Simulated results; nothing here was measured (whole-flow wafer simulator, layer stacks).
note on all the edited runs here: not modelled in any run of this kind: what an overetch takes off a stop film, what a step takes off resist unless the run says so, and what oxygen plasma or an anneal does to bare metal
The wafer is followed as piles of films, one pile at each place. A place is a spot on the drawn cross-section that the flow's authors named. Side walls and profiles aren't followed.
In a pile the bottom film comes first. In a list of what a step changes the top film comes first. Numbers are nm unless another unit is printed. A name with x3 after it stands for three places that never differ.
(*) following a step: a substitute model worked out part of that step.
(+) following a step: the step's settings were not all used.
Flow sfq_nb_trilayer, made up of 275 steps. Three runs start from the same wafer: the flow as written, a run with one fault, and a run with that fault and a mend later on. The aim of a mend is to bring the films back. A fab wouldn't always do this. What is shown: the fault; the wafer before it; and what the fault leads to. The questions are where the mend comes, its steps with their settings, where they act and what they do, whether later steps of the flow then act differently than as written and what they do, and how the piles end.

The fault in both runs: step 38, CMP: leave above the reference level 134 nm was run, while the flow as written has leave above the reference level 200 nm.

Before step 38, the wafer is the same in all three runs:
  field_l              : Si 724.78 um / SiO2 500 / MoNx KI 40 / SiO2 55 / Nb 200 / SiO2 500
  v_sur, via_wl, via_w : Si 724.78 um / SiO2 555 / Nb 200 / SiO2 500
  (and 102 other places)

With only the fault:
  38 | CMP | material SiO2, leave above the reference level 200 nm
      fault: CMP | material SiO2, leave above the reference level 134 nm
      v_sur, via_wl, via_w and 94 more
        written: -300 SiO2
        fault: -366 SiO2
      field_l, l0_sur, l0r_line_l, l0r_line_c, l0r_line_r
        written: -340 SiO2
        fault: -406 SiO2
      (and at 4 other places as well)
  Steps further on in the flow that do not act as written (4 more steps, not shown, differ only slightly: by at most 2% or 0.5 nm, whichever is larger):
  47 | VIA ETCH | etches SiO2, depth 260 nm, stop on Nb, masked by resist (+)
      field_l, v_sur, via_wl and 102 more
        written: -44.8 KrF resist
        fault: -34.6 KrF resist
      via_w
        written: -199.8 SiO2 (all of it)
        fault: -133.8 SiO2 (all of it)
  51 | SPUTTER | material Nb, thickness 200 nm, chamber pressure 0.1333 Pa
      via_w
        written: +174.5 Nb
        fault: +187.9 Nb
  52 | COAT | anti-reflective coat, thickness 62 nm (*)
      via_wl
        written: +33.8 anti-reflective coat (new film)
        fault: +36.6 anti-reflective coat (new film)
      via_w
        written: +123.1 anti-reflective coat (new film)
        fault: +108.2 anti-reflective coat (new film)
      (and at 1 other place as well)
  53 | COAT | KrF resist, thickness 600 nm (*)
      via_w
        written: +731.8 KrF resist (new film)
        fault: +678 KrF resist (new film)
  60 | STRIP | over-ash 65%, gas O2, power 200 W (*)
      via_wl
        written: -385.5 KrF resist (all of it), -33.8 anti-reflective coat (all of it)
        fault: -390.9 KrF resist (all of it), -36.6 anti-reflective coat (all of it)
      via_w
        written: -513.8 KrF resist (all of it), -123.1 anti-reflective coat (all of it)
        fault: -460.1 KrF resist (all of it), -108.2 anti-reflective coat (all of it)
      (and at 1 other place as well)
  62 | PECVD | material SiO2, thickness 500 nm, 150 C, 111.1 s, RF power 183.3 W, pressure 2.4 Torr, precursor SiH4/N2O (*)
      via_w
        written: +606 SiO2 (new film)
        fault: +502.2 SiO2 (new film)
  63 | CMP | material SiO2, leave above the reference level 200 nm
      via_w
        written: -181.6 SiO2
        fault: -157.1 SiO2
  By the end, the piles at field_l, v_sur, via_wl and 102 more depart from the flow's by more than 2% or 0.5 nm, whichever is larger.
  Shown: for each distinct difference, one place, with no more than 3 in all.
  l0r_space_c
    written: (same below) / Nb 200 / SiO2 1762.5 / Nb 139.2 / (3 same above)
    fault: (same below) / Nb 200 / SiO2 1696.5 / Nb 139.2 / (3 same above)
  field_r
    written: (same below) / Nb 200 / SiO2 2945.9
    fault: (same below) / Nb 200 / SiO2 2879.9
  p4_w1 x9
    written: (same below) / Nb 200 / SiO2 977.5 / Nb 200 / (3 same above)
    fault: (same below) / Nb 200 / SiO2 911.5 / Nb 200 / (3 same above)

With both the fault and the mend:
  The mend follows step 45.
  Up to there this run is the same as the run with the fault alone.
  45a | STRIP | over-ash 65%, gas O2, power 200 W (*)
      field_l, v_sur, via_wl and 102 more
        -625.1 KrF resist (all of it), -62 anti-reflective coat (all of it)
      via_w
        -62 anti-reflective coat (all of it)
  45b | PECVD | material SiO2, thickness 66 nm, 150 C, 14.67 s, RF power 183.3 W, pressure 2.4 Torr, precursor SiH4/N2O (the flow's step 37 again, with other settings)
      field_l, v_sur, via_wl and 103 more
        +66 SiO2
  45c | COAT | anti-reflective coat, thickness 62 nm (the flow's step 40 again)
      field_l, v_sur, via_wl and 103 more
        +62 anti-reflective coat (new film)
  45d | COAT | KrF resist, thickness 650 nm (the flow's step 41 again)
      field_l, v_sur, via_wl and 103 more
        +650 KrF resist (new film)
  45e | SOFTBAKE | KrF resist (the flow's step 42 again)
      leaves every film unchanged at each place that is followed
  45f | EXPOSE | photomask I0, dose 11.91 mJ/cm2, NA 0.6, wavelength 248 nm (*) (the flow's step 43 again)
      leaves every film unchanged at each place that is followed
  45g | PEB | KrF resist, 90 s (the flow's step 44 again)
      field_l, v_sur, via_wl and 103 more
        -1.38 KrF resist
  45h | DEVELOP | KrF resist, thickness 650 nm, 60 s (the flow's step 45 again)
      field_l, v_sur, via_wl and 102 more
        -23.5 KrF resist
      via_w
        -648.6 KrF resist (all of it)
  Every later step of the flow that is run acts as written, at every place that is followed, to within 2% or 0.5 nm, whichever is larger.
  The piles end only slightly different from the flow's at the places that both follow, by no more than 2% or 0.5 nm, whichever is larger.
